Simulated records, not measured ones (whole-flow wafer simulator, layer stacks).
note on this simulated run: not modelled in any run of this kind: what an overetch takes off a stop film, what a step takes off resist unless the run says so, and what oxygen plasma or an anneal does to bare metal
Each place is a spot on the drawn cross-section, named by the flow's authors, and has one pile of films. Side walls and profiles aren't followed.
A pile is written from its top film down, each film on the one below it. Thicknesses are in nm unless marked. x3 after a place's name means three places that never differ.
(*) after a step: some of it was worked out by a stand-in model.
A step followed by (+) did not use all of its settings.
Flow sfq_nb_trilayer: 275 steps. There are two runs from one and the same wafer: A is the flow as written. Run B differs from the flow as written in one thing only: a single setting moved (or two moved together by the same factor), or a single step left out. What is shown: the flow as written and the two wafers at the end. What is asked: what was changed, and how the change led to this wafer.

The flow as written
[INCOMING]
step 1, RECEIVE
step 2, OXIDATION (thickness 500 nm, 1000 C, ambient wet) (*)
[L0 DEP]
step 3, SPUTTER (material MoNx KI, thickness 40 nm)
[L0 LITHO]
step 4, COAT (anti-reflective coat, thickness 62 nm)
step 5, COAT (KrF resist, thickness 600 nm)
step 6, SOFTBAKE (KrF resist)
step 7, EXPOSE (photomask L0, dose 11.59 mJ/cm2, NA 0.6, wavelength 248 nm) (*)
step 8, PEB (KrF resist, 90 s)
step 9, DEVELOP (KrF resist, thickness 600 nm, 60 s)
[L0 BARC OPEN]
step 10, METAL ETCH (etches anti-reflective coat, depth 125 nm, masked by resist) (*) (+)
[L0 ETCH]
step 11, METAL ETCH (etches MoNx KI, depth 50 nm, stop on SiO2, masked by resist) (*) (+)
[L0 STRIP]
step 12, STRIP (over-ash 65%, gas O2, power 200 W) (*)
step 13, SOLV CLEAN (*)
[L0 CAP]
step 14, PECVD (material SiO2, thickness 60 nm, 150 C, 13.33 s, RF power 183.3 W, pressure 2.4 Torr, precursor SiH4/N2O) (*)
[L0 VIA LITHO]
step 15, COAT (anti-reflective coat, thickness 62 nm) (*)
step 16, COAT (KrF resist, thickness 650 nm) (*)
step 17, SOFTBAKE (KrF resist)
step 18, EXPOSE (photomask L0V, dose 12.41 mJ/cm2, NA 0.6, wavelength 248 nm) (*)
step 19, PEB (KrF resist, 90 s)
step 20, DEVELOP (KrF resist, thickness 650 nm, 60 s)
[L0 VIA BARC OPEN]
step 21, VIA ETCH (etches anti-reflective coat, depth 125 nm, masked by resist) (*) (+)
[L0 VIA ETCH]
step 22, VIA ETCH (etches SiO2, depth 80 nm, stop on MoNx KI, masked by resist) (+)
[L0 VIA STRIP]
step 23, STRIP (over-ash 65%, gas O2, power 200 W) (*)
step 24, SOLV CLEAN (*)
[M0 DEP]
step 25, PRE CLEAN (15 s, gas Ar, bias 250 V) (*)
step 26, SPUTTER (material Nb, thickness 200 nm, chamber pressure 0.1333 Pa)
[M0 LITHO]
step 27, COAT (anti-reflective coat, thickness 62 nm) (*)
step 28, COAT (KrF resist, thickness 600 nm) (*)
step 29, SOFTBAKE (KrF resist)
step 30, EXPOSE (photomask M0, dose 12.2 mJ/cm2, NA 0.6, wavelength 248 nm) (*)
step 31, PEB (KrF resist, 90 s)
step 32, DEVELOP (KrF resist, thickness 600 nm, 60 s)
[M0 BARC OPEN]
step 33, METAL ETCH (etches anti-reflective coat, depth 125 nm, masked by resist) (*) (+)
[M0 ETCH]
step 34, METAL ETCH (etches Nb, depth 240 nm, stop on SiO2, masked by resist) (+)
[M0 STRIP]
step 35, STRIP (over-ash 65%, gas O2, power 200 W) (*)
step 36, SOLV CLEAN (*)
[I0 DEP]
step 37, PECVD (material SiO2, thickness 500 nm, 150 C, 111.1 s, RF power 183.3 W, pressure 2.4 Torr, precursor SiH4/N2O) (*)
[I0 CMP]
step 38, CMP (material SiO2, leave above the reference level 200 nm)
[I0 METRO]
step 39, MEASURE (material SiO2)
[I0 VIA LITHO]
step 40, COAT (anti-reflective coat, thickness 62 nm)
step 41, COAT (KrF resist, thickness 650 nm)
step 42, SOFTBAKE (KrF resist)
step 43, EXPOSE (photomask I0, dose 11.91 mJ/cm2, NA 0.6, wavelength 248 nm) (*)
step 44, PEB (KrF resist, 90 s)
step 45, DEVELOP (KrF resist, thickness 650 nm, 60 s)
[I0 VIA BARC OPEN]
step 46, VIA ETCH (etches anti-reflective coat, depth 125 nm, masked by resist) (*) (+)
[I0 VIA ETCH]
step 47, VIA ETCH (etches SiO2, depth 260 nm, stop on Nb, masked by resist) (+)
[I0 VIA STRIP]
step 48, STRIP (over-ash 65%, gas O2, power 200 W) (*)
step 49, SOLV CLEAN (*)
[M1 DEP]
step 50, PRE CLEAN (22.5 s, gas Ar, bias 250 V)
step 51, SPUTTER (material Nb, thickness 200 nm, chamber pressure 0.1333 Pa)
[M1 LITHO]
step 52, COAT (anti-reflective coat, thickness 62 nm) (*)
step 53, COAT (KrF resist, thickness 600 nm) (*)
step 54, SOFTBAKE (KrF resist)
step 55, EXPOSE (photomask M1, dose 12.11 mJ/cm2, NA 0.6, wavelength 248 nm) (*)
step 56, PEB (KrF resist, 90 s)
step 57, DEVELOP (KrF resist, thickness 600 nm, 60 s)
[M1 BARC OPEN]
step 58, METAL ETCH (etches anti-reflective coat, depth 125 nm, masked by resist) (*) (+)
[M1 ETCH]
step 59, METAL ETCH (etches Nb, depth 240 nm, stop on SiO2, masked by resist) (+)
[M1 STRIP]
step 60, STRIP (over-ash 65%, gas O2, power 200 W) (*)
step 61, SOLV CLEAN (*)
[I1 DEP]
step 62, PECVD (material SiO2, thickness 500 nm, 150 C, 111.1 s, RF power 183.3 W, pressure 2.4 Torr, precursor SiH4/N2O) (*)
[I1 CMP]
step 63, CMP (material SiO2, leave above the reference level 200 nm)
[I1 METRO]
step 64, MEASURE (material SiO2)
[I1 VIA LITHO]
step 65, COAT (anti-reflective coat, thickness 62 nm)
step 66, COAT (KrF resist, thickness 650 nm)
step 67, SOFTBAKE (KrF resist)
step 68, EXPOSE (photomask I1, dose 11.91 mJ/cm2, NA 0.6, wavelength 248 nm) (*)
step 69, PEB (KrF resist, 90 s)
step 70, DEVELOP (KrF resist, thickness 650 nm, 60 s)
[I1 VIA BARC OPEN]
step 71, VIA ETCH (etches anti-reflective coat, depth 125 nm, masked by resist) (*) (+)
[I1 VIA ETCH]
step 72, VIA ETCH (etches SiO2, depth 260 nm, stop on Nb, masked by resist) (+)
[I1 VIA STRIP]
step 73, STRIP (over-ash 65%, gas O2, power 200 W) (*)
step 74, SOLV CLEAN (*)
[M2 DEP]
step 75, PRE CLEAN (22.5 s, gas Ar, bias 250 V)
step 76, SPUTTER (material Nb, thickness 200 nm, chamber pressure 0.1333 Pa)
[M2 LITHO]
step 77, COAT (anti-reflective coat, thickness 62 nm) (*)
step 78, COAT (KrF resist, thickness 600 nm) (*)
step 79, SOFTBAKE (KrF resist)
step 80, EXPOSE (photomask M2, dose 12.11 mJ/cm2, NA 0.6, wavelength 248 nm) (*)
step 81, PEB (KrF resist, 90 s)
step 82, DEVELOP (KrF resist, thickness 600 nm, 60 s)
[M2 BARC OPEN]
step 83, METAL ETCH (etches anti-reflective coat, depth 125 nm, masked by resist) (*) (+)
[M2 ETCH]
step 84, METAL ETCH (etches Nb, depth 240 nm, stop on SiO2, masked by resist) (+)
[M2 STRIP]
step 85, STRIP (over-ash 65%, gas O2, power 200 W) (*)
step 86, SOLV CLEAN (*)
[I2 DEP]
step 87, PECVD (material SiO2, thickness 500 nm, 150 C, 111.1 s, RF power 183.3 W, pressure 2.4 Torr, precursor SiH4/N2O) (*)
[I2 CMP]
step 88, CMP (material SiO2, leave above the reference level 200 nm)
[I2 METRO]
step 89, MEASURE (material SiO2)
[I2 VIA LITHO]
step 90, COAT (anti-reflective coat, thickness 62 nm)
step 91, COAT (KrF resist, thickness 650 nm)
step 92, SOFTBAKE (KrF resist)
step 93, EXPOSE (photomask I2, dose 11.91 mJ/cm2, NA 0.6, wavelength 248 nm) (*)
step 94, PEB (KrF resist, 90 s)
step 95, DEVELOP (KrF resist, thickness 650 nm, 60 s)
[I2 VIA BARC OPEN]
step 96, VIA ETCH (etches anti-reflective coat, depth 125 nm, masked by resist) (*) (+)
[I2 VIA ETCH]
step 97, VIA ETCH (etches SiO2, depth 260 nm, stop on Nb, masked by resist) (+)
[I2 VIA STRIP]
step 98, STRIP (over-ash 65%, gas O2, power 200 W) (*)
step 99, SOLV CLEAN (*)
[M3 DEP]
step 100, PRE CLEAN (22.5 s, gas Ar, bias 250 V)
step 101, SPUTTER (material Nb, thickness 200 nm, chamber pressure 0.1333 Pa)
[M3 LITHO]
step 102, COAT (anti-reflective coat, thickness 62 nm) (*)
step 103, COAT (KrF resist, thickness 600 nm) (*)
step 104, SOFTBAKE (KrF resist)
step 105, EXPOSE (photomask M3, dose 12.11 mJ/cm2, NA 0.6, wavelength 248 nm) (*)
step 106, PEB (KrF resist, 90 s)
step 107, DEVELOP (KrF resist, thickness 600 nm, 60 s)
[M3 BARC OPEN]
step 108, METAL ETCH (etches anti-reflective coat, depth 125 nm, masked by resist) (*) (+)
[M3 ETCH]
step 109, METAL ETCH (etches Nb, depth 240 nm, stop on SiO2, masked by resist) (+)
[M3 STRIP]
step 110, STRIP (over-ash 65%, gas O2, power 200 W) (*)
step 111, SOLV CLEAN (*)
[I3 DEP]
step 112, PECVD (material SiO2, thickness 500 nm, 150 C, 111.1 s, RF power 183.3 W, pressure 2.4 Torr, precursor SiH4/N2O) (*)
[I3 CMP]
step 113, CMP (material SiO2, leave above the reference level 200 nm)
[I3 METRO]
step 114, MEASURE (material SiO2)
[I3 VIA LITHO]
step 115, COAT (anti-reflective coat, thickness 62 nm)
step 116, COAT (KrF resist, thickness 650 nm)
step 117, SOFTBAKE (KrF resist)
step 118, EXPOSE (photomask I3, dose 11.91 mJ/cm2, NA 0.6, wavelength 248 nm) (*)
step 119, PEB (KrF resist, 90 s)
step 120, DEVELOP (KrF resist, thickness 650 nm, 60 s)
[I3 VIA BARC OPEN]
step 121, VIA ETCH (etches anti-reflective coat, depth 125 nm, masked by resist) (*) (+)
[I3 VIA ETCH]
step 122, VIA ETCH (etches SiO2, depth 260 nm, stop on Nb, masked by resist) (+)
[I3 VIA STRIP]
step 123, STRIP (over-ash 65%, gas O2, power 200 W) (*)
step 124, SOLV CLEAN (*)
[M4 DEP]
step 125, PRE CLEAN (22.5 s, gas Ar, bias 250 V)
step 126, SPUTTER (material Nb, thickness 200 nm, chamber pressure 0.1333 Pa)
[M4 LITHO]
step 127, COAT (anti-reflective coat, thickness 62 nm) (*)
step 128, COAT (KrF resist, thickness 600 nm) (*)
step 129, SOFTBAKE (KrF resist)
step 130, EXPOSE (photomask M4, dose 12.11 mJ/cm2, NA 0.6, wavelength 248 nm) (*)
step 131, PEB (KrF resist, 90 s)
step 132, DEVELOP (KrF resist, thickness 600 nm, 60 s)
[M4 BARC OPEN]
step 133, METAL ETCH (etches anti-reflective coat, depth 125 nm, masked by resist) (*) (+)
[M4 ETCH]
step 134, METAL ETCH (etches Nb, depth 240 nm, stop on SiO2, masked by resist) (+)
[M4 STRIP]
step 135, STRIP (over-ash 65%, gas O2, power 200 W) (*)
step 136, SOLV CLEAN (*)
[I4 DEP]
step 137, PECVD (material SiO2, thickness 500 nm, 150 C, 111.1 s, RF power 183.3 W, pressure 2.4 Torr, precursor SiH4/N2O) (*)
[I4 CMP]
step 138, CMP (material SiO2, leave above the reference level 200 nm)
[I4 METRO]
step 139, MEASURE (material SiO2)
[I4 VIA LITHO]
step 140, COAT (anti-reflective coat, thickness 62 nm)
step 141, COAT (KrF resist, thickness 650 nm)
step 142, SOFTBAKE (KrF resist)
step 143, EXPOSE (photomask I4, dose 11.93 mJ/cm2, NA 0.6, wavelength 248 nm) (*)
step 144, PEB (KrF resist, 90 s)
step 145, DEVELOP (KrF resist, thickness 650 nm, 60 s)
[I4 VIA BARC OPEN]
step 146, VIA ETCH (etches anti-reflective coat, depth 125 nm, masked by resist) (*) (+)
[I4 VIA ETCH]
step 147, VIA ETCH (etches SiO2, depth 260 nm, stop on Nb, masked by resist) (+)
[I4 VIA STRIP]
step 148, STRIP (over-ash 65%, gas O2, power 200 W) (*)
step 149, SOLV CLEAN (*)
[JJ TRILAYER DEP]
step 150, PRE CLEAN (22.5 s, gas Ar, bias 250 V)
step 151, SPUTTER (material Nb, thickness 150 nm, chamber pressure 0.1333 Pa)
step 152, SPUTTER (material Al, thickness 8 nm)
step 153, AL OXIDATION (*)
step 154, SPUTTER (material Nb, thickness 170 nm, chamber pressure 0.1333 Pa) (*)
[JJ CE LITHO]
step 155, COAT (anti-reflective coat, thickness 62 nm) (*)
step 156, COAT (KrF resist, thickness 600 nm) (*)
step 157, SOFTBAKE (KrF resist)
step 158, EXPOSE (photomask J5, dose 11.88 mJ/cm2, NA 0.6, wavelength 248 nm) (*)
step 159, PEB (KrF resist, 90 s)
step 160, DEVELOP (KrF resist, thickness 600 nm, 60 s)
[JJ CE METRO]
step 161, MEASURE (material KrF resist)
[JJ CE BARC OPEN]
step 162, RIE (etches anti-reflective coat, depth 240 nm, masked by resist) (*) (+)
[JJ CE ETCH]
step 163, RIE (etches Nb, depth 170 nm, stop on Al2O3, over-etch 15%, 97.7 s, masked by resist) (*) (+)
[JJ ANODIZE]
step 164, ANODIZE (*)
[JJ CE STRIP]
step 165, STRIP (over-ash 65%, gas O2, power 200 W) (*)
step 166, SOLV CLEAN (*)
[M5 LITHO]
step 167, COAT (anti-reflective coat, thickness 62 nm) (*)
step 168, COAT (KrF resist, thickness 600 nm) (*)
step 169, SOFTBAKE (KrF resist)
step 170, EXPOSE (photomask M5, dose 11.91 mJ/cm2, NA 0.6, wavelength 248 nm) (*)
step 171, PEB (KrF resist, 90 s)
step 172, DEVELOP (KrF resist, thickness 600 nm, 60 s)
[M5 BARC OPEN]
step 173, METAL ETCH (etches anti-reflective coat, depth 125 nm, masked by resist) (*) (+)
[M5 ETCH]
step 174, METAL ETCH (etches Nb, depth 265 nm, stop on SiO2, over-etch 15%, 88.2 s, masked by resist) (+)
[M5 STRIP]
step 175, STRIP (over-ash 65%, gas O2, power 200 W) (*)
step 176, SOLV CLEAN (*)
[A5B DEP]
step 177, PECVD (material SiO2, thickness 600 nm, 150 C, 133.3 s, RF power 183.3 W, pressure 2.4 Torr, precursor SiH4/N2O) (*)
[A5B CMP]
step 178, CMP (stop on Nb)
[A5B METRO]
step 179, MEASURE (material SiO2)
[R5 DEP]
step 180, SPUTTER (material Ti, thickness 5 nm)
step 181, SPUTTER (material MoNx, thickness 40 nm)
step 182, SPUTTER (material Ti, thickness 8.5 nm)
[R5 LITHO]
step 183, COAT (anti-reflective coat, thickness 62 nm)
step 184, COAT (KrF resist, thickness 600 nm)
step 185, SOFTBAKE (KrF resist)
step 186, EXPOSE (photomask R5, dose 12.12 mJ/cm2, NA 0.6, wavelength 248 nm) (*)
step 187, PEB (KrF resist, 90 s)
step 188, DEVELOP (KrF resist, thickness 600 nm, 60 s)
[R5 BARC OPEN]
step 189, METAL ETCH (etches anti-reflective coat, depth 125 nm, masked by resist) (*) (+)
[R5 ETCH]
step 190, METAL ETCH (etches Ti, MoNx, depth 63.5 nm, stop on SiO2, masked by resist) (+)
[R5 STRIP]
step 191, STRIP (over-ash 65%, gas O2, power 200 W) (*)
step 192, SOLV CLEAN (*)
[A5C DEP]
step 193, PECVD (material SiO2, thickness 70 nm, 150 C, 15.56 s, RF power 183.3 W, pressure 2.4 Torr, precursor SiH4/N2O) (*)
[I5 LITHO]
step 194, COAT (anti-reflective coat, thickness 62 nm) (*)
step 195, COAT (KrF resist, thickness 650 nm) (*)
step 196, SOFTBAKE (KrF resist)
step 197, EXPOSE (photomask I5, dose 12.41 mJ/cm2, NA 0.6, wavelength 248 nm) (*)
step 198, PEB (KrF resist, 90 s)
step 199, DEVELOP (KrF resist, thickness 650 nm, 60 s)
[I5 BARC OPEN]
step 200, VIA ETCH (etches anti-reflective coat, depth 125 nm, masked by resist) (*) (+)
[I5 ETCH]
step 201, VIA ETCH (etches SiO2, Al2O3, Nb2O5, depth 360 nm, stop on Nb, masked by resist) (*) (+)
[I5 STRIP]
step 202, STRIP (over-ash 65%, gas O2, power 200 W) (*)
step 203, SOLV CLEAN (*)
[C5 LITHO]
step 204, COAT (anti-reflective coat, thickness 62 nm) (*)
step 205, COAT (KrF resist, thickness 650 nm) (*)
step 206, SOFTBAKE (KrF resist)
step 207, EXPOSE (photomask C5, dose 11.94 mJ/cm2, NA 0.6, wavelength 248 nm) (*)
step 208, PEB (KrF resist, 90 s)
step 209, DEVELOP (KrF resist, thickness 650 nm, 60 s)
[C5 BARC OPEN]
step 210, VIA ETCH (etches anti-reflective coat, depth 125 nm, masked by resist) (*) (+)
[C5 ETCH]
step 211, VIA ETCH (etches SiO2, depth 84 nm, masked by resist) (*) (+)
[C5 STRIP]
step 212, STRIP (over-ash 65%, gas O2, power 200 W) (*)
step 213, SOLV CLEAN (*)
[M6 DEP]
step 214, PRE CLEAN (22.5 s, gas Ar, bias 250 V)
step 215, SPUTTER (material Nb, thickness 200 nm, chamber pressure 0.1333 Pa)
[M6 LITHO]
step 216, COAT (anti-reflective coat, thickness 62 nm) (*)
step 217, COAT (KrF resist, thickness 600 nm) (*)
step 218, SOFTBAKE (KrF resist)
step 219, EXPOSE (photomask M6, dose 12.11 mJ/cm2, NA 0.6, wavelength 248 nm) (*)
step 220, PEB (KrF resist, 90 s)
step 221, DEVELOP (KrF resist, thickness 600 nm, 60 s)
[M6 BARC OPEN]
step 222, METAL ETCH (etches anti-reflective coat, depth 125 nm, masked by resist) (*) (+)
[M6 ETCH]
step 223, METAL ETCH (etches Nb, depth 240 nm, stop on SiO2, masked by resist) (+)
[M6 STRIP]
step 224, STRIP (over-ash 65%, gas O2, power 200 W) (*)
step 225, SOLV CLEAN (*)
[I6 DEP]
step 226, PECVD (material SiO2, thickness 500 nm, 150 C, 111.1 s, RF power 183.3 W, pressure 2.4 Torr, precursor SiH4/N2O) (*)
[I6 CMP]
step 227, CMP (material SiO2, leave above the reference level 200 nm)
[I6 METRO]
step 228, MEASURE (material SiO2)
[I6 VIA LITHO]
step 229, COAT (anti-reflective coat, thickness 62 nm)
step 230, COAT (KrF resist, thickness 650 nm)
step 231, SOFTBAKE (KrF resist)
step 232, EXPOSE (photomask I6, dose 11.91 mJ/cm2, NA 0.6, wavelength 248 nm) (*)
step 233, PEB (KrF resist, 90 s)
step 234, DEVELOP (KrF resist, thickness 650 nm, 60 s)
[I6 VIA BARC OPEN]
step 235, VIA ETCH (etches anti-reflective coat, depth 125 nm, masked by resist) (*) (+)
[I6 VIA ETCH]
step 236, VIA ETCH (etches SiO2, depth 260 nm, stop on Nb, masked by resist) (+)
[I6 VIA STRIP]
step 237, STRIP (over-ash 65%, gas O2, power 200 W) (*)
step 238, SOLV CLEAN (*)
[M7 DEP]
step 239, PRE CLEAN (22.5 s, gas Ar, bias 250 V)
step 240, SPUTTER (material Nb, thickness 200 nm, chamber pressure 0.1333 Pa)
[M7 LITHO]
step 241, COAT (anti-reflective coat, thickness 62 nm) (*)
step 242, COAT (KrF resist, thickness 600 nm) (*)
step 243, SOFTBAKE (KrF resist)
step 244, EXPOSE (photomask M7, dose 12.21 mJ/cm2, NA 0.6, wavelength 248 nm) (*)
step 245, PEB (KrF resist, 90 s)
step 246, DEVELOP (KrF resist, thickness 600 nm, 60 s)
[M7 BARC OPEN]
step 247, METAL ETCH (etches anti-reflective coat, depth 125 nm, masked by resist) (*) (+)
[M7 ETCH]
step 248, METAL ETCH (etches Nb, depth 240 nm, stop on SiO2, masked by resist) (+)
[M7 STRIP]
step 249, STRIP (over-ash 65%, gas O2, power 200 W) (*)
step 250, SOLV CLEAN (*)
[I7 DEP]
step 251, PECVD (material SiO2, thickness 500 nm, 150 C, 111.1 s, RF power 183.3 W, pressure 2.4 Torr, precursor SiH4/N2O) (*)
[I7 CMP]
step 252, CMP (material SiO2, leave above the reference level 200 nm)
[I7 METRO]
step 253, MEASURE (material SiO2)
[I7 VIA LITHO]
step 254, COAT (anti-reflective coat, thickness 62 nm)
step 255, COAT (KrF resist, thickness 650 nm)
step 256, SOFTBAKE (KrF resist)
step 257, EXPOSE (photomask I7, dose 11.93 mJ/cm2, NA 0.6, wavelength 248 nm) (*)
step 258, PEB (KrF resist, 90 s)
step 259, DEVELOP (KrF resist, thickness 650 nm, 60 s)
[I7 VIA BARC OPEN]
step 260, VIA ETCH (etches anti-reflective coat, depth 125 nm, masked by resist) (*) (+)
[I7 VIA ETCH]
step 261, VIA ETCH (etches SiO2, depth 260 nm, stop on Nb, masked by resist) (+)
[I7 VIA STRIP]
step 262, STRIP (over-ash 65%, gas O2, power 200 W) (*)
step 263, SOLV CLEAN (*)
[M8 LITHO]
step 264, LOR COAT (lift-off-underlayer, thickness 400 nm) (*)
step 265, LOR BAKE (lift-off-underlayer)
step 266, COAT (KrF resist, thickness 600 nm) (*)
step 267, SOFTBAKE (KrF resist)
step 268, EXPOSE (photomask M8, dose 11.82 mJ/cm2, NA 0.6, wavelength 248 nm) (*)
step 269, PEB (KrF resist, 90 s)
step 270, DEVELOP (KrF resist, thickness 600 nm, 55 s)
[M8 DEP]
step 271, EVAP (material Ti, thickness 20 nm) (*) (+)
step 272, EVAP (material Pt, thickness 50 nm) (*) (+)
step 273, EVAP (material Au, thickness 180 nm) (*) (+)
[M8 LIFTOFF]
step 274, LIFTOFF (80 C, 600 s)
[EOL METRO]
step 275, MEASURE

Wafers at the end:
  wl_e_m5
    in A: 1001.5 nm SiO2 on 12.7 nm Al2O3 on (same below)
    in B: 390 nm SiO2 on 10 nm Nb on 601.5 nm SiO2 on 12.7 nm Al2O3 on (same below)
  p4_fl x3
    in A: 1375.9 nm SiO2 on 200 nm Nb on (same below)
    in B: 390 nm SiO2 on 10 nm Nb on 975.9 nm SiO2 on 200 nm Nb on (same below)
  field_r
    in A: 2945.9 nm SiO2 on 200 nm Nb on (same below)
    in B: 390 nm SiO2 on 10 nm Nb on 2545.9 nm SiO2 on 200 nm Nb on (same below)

The reason: step 248, METAL ETCH: depth 190 nm was run, though the flow has depth 240 nm.

Step by step, how the change led to this:
  step 248, METAL ETCH (etches Nb, depth 240 nm, stop on SiO2, masked by resist) (+)
      field_l, field_r, lsp_l and 62 more: A Nb loses 200 (all of it) | B Nb loses 190
      v_sur, via_wl, via_w and 38 more: A KrF resist loses 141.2 | B KrF resist loses 111.8
  step 249, STRIP (over-ash 65%, gas O2, power 200 W) (*)
      wl_j_sl, wl_jj, wl_j_sr and 14 more: A KrF resist loses 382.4 (all of it), anti-reflective coat loses 62 (all of it) | B KrF resist loses 411.8 (all of it), anti-reflective coat loses 62 (all of it)
      ln_m5, lsp_m: A KrF resist loses 381.9 (all of it), anti-reflective coat loses 61.8 (all of it) | B KrF resist loses 411.3 (all of it), anti-reflective coat loses 61.8 (all of it)
      (and at 22 other places as well)
  step 251, PECVD (material SiO2, thickness 500 nm, 150 C, 111.1 s, RF power 183.3 W, pressure 2.4 Torr, precursor SiH4/N2O) (*)
      field_l, p4_fl x3, p4_w1 x9 and 46 more: A SiO2 gains 500 | B SiO2 gains 500 (new film)
      field_r, lsp_l: A SiO2 gains 477.7 | B SiO2 gains 478.8 (new film)
      (and at 4 other places as well)
  step 252, CMP (material SiO2, leave above the reference level 200 nm)
      field_l, p4_fl x3, p4_w1 x9 and 46 more: A SiO2 loses 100 | B SiO2 loses 110
      field_r, lsp_l: A SiO2 loses 77.7 | B SiO2 loses 88.8
      (and at 2 other places as well)
If metal films that touch count as one body, wl_e_m5 has 7 bodies (between them, from the top down: SiO2 601.5 / Al2O3 12.7 / Nb2O5 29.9; SiO2 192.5; SiO2 192.5; SiO2 192.5; SiO2 192.5; SiO2 192.5); the flow as written gives 6 bodies (between them, from the top down: SiO2 192.5; SiO2 192.5; SiO2 192.5; SiO2 192.5; SiO2 192.5).
If metal films that touch count as one body, p4_fl x3 has 3 bodies (between them, from the top down: SiO2 975.9; SiO2 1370); the flow as written gives 2 bodies (between them, from the top down: SiO2 1370).
If metal films that touch count as one body, field_r has 2 bodies (between them, from the top down: SiO2 2545.9); the flow as written gives 1 body.
